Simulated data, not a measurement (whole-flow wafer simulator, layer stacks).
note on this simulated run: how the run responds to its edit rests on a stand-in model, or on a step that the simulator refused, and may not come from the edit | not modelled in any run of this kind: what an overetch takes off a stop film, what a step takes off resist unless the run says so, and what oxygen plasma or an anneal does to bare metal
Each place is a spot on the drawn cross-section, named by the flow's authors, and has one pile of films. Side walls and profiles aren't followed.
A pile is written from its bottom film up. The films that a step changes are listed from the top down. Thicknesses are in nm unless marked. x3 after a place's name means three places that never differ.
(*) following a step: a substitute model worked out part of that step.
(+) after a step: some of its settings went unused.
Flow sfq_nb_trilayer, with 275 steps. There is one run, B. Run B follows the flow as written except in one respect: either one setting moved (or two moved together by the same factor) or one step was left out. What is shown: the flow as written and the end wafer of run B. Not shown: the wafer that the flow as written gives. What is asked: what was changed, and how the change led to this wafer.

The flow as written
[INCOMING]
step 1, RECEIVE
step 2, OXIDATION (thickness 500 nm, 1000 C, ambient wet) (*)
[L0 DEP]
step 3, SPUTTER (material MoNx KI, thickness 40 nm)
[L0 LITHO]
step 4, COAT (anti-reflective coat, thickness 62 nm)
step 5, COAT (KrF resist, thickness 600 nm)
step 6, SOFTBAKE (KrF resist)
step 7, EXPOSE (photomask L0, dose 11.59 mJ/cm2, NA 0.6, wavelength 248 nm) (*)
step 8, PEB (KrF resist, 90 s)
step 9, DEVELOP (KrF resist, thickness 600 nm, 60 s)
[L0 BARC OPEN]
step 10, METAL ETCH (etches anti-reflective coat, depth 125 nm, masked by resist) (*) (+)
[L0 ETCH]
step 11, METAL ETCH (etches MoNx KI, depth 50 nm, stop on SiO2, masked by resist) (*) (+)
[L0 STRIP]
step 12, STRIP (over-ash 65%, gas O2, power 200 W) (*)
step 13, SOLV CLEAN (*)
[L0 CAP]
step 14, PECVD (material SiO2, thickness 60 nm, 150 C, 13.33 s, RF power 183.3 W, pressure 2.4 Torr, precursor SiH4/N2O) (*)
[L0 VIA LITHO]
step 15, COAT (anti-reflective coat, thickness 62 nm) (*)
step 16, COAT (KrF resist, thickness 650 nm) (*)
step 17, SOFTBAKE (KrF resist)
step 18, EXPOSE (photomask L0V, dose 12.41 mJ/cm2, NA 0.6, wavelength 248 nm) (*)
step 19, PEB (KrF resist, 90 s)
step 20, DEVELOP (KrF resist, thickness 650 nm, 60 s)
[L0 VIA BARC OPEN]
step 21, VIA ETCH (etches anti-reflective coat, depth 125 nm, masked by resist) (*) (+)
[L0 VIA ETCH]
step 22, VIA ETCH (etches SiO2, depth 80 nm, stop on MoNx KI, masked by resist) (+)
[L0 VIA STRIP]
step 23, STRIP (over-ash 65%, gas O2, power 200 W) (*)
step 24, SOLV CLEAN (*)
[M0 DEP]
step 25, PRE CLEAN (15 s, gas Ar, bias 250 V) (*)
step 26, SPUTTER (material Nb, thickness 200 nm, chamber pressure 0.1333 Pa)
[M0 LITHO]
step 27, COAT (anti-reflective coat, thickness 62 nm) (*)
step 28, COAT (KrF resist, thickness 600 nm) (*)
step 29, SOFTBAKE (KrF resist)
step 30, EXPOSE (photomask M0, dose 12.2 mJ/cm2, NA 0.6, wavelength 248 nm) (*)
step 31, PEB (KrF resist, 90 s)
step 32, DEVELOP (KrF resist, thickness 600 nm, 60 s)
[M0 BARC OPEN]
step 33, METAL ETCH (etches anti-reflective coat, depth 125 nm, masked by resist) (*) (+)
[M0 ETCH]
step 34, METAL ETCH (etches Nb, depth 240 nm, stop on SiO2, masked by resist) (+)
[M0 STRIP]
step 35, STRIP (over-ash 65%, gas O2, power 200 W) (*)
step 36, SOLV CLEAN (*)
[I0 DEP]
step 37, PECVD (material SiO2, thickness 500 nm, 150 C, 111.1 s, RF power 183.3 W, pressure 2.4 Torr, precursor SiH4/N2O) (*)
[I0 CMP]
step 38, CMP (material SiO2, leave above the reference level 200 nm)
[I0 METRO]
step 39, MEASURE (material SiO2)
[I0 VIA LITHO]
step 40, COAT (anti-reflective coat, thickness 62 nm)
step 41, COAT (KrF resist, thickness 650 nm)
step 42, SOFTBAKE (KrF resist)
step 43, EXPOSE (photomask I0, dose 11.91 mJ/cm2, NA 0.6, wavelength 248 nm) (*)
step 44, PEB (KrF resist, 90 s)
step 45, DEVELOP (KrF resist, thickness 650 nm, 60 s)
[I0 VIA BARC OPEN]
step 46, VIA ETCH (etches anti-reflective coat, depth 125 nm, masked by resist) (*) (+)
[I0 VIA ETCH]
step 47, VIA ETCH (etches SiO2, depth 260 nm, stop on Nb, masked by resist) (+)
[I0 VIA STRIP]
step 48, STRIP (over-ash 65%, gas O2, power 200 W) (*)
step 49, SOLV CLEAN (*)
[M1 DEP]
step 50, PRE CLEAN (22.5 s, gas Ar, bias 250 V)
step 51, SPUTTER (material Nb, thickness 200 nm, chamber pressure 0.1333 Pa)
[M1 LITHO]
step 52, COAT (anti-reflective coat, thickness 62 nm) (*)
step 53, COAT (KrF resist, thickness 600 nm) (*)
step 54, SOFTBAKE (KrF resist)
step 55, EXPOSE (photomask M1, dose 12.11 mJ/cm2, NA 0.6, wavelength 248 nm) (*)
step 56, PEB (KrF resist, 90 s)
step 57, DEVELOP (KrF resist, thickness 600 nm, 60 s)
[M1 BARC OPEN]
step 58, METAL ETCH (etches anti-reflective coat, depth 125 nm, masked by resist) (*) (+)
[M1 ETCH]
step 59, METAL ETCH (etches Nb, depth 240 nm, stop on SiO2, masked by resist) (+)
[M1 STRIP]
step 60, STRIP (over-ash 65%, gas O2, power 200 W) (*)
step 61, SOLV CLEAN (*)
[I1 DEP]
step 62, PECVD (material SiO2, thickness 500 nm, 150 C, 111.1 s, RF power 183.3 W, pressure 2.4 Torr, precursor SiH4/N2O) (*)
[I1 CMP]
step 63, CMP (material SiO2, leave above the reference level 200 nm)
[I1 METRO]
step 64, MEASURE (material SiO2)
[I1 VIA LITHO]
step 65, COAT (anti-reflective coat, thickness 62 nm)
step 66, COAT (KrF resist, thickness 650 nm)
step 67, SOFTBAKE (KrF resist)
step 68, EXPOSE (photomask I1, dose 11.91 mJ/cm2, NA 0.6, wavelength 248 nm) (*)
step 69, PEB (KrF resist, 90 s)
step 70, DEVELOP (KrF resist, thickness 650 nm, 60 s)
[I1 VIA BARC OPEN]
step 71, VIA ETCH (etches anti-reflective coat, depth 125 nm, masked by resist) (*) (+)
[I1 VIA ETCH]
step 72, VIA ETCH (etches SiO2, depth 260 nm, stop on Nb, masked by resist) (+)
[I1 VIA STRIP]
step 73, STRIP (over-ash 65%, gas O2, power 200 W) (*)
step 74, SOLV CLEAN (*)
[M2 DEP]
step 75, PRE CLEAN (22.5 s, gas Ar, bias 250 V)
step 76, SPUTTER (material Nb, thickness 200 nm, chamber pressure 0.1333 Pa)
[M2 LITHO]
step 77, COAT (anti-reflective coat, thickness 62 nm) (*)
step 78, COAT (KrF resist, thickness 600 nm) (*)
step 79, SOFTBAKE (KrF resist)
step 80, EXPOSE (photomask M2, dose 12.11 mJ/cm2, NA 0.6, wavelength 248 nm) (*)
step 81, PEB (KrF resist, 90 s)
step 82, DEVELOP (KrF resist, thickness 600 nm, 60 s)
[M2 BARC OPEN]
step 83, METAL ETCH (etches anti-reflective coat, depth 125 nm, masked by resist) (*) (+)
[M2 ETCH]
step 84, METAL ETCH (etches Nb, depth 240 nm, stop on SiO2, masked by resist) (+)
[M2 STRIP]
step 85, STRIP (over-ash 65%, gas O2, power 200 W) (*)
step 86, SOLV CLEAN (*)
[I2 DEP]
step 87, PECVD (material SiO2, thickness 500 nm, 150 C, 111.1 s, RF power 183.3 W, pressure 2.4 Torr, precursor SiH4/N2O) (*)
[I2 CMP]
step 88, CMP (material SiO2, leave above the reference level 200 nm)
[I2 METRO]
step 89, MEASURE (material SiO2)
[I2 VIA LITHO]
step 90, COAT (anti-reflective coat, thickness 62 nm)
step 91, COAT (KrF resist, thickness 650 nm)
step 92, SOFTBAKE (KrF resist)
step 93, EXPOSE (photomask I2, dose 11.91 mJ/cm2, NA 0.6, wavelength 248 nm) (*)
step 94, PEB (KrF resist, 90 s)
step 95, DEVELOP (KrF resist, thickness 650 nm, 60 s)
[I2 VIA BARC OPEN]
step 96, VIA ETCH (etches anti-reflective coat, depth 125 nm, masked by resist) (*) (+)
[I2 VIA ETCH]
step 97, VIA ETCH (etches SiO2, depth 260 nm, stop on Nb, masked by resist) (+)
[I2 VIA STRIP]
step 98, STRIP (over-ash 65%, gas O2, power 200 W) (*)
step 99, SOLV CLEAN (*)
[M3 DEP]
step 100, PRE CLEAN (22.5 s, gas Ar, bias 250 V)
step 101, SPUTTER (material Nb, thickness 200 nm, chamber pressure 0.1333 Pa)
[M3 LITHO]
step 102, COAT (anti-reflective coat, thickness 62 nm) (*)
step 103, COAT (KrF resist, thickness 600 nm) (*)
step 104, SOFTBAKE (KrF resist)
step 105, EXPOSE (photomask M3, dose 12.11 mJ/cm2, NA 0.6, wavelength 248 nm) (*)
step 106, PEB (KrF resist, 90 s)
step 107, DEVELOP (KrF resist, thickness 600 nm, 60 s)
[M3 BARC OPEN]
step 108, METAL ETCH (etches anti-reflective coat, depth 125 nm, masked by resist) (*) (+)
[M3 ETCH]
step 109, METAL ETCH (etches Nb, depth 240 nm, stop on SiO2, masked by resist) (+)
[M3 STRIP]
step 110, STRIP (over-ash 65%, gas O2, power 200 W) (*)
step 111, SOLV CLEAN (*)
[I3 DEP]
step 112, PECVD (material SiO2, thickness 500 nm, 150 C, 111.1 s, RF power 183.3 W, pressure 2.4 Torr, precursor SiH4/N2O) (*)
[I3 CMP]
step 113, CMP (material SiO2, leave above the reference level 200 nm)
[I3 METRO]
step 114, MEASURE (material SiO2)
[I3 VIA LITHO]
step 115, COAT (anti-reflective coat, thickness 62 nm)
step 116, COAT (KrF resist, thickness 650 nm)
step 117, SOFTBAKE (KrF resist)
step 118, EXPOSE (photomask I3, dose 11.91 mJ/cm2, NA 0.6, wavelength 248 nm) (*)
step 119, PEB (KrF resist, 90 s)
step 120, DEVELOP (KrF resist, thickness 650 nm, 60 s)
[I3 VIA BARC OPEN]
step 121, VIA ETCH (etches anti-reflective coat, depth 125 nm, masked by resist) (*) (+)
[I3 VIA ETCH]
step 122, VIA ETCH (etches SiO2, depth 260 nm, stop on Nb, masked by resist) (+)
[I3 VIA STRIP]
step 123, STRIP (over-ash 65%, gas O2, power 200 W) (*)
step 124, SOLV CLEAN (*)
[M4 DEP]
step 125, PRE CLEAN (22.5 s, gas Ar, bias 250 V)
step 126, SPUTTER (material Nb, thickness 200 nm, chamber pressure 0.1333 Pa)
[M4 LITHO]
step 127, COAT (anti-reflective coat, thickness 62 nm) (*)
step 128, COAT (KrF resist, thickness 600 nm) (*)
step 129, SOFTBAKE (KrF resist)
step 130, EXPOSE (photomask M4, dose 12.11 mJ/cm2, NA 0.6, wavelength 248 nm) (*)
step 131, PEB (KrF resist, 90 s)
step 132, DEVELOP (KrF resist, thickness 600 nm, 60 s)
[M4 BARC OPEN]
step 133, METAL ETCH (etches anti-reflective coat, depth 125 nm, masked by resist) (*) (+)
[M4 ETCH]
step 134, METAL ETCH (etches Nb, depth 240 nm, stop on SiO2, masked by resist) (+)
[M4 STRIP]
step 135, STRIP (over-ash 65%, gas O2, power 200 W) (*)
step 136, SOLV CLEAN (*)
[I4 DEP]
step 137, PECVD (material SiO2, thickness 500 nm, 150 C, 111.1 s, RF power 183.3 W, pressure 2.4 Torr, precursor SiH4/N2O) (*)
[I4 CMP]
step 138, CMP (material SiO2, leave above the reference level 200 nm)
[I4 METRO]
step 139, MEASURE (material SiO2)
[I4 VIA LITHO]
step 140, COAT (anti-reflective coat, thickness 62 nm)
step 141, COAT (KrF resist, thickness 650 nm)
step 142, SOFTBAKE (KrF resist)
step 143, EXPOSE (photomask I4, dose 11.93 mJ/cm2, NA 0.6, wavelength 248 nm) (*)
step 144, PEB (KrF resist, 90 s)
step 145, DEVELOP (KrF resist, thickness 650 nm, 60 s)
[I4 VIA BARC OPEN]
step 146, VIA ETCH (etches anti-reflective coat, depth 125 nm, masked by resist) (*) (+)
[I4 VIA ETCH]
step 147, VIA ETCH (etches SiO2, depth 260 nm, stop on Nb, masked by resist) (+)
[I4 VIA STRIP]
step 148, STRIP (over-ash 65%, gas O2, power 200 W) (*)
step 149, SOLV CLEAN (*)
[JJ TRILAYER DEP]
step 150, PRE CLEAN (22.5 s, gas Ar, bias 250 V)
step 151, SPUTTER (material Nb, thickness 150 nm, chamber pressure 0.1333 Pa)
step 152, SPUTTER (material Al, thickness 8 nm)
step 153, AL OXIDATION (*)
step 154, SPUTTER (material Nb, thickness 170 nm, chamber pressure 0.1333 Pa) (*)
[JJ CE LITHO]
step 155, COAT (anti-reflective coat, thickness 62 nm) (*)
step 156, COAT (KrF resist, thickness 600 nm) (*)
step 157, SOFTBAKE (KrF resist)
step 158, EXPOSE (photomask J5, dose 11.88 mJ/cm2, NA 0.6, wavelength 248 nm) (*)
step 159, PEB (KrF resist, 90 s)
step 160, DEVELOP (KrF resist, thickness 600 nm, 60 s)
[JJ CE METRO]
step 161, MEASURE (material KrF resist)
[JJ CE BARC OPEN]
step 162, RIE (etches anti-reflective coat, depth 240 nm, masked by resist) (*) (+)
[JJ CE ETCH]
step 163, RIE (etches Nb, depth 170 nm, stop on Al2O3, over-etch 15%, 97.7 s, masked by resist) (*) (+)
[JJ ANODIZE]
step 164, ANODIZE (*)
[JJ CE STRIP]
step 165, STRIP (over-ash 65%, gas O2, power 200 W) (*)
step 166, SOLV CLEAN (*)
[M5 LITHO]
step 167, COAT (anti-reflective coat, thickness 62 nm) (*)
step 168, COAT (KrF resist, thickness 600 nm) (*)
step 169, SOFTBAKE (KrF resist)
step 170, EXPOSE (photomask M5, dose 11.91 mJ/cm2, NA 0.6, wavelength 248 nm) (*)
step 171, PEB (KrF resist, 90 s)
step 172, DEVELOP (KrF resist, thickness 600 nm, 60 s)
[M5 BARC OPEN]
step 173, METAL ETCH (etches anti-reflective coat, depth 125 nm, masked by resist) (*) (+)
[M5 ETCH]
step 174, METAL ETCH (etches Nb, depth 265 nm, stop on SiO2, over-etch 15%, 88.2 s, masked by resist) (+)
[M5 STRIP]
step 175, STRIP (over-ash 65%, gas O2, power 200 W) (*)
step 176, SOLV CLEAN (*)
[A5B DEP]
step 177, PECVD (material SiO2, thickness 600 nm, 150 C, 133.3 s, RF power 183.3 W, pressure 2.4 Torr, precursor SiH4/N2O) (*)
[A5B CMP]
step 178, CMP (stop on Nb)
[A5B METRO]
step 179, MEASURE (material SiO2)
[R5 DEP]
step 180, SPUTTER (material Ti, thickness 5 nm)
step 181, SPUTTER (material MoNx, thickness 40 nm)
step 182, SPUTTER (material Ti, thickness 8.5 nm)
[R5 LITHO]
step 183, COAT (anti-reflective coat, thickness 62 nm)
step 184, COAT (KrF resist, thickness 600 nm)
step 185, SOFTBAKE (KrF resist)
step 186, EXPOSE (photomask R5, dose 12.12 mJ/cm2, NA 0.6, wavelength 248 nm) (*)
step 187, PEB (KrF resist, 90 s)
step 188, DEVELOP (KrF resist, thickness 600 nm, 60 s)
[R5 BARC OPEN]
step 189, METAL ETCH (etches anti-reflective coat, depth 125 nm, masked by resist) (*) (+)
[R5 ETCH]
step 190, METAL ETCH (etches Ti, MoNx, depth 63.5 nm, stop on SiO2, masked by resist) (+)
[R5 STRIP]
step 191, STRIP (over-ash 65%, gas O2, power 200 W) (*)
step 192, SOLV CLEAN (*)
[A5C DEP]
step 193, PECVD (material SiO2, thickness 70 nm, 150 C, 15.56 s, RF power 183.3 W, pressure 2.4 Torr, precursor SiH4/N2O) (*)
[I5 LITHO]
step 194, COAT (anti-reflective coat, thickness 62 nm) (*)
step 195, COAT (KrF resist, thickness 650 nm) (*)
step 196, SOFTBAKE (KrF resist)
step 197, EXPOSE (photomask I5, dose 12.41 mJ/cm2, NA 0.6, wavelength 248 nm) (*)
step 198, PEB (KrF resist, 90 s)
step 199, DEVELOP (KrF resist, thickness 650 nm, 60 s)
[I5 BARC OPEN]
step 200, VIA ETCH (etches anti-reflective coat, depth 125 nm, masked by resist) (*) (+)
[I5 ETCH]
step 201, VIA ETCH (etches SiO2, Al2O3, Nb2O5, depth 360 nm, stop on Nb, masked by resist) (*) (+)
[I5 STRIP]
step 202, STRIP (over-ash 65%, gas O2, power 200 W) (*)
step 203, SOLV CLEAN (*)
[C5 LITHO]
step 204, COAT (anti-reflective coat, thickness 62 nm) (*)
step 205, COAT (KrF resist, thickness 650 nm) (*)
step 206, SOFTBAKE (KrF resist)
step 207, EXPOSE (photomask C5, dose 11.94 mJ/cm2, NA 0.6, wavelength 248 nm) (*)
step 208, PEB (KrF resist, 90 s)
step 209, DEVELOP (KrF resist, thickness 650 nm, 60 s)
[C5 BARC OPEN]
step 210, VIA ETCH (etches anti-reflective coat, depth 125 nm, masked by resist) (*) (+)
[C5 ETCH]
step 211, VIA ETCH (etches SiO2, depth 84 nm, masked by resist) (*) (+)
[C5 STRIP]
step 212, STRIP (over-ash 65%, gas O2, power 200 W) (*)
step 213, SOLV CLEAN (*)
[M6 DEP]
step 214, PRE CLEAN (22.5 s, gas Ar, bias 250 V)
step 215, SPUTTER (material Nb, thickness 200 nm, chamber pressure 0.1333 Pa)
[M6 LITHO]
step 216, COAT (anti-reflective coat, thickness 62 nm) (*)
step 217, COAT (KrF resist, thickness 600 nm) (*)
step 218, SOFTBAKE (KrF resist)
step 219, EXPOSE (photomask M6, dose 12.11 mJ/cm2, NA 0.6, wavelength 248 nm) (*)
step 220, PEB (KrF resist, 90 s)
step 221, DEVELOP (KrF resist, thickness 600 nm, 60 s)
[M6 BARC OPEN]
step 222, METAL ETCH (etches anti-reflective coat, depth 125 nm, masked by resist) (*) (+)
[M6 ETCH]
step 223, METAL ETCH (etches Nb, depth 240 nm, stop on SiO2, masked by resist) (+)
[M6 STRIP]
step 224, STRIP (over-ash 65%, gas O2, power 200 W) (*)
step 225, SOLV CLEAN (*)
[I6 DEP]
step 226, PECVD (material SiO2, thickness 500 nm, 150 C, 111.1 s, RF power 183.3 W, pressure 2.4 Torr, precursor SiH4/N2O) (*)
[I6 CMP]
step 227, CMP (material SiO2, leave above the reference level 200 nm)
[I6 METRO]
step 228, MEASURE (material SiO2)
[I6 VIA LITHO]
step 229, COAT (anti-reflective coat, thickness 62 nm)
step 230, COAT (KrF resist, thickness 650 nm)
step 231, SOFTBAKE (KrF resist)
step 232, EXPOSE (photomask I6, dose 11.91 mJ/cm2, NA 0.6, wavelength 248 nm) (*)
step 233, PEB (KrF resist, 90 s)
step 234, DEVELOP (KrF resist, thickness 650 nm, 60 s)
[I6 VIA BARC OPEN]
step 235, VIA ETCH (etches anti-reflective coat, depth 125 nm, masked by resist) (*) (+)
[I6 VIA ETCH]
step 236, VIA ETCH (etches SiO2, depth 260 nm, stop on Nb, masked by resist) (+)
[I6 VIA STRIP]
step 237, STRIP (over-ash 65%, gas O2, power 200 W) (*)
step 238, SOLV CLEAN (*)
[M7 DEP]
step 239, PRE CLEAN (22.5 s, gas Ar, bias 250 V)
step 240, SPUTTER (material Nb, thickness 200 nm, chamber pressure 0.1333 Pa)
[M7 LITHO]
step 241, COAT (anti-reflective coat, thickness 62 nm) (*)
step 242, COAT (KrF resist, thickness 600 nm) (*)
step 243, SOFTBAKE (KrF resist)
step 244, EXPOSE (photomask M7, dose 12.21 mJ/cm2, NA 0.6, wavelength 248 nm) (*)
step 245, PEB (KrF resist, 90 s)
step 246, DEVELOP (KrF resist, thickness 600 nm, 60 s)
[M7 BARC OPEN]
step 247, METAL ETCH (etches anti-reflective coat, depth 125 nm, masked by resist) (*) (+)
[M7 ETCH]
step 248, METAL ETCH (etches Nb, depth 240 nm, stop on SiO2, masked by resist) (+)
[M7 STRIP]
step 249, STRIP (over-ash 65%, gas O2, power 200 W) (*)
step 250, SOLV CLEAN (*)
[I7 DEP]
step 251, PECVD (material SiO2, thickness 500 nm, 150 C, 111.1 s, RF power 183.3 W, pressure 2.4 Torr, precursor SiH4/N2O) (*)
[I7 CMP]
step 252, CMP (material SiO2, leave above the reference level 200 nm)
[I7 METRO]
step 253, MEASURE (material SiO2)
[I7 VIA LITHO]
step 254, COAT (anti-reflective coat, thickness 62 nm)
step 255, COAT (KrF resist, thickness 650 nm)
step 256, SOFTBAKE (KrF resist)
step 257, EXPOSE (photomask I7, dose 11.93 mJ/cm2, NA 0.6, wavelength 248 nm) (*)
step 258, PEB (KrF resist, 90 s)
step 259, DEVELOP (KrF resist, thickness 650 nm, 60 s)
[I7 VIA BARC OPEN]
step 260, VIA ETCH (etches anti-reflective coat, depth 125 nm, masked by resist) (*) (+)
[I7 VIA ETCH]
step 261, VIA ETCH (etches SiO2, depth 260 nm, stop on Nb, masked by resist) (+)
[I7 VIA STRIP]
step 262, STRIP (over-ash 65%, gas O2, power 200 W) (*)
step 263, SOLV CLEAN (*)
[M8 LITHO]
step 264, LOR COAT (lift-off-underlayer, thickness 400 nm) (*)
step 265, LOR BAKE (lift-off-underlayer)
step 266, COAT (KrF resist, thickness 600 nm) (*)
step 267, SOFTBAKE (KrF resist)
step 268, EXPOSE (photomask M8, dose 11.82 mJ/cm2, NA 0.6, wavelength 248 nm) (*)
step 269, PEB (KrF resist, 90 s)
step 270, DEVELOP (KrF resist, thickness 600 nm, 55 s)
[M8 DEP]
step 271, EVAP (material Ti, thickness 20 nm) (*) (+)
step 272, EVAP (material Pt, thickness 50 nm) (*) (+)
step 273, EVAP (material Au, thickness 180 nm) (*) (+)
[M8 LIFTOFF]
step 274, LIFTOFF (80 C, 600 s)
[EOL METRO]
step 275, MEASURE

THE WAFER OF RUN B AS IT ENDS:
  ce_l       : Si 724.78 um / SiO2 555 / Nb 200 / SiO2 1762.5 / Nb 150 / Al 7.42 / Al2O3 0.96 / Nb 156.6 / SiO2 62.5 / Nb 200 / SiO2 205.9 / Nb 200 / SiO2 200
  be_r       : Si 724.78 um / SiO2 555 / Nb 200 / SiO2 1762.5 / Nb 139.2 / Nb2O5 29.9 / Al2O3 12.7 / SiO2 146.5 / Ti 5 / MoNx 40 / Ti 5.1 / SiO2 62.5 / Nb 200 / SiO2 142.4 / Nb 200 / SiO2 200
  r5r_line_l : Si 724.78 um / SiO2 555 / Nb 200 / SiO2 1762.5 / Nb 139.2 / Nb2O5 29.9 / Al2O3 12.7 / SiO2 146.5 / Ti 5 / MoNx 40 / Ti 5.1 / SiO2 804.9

Cause: step 182, SPUTTER: thickness 5.1 nm was run, whereas the flow has thickness 8.5 nm.
The wafer itself shows it: be_r has Ti 5.1, and step 182 as written asks for 8.5 nm.

Step by step, how the change led to this:
  step 182, SPUTTER (material Ti, thickness 8.5 nm)
      field_l, v_sur, via_wl and 103 more: +5.1 Ti (new film) (as written it would have been: +8.5 Ti (new film))
  step 190, METAL ETCH (etches Ti, MoNx, depth 63.5 nm, stop on SiO2, masked by resist) (+)
      field_l, v_sur, via_wl and 92 more: -5.1 Ti (all of it), -40 MoNx (all of it), -5 Ti (all of it) (as written it would have been: -8.5 Ti (all of it), -40 MoNx (all of it), -5 Ti (all of it))
      ce_l, c5j, ce_r, wl_jj: -5.1 Ti (all of it), -40 MoNx (all of it), -5 Ti (all of it), -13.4 Nb (as written it would have been: -8.5 Ti (all of it), -40 MoNx (all of it), -5 Ti (all of it), -10 Nb)
  step 194, COAT (anti-reflective coat, thickness 62 nm) (*)
      ce_l: +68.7 anti-reflective coat (new film) (as written it would have been: +67.2 anti-reflective coat (new film))
      ce_r: +69.5 anti-reflective coat (new film) (as written it would have been: +68.1 anti-reflective coat (new film))
      (as well as at 1 more place)
  step 202, STRIP (over-ash 65%, gas O2, power 200 W) (*)
      ce_l: -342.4 KrF resist (all of it), -68.7 anti-reflective coat (all of it) (as written it would have been: -341.5 KrF resist (all of it), -67.2 anti-reflective coat (all of it))
      ce_r: -346.7 KrF resist (all of it), -69.5 anti-reflective coat (all of it) (as written it would have been: -346.1 KrF resist (all of it), -68.1 anti-reflective coat (all of it))
      (as well as at 1 more place)
  step 204, COAT (anti-reflective coat, thickness 62 nm) (*)
      ce_l: +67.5 anti-reflective coat (new film) (as written it would have been: +66 anti-reflective coat (new film))
      ce_r: +68.6 anti-reflective coat (new film) (as written it would have been: +67.2 anti-reflective coat (new film))
      (as well as at 1 more place)
  step 212, STRIP (over-ash 65%, gas O2, power 200 W) (*)
      ce_l: -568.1 KrF resist (all of it), -67.5 anti-reflective coat (all of it) (as written it would have been: -567.4 KrF resist (all of it), -66 anti-reflective coat (all of it))
      ce_r: -574.1 KrF resist (all of it), -68.6 anti-reflective coat (all of it) (as written it would have been: -573.7 KrF resist (all of it), -67.2 anti-reflective coat (all of it))
      (as well as at 1 more place)
  step 216, COAT (anti-reflective coat, thickness 62 nm) (*)
      ce_l: +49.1 anti-reflective coat (new film) (as written it would have been: +48 anti-reflective coat (new film))
      sp_r: +64.3 anti-reflective coat (new film) (as written it would have been: +65.9 anti-reflective coat (new film))
  step 224, STRIP (over-ash 65%, gas O2, power 200 W) (*)
      ce_l: -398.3 KrF resist (all of it), -49.1 anti-reflective coat (all of it) (as written it would have been: -397.1 KrF resist (all of it), -48 anti-reflective coat (all of it))
      sp_r: -382.1 KrF resist (all of it), -64.3 anti-reflective coat (all of it) (as written it would have been: -382 KrF resist (all of it), -65.9 anti-reflective coat (all of it))
  step 227, CMP (material SiO2, leave above the reference level 200 nm)
      r5r_line_l, r5r_spacepad_l, r5r_spacepad_r, r5r_line_c, r5r_line_r: -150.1 SiO2 (as written it would have been: -153.5 SiO2)
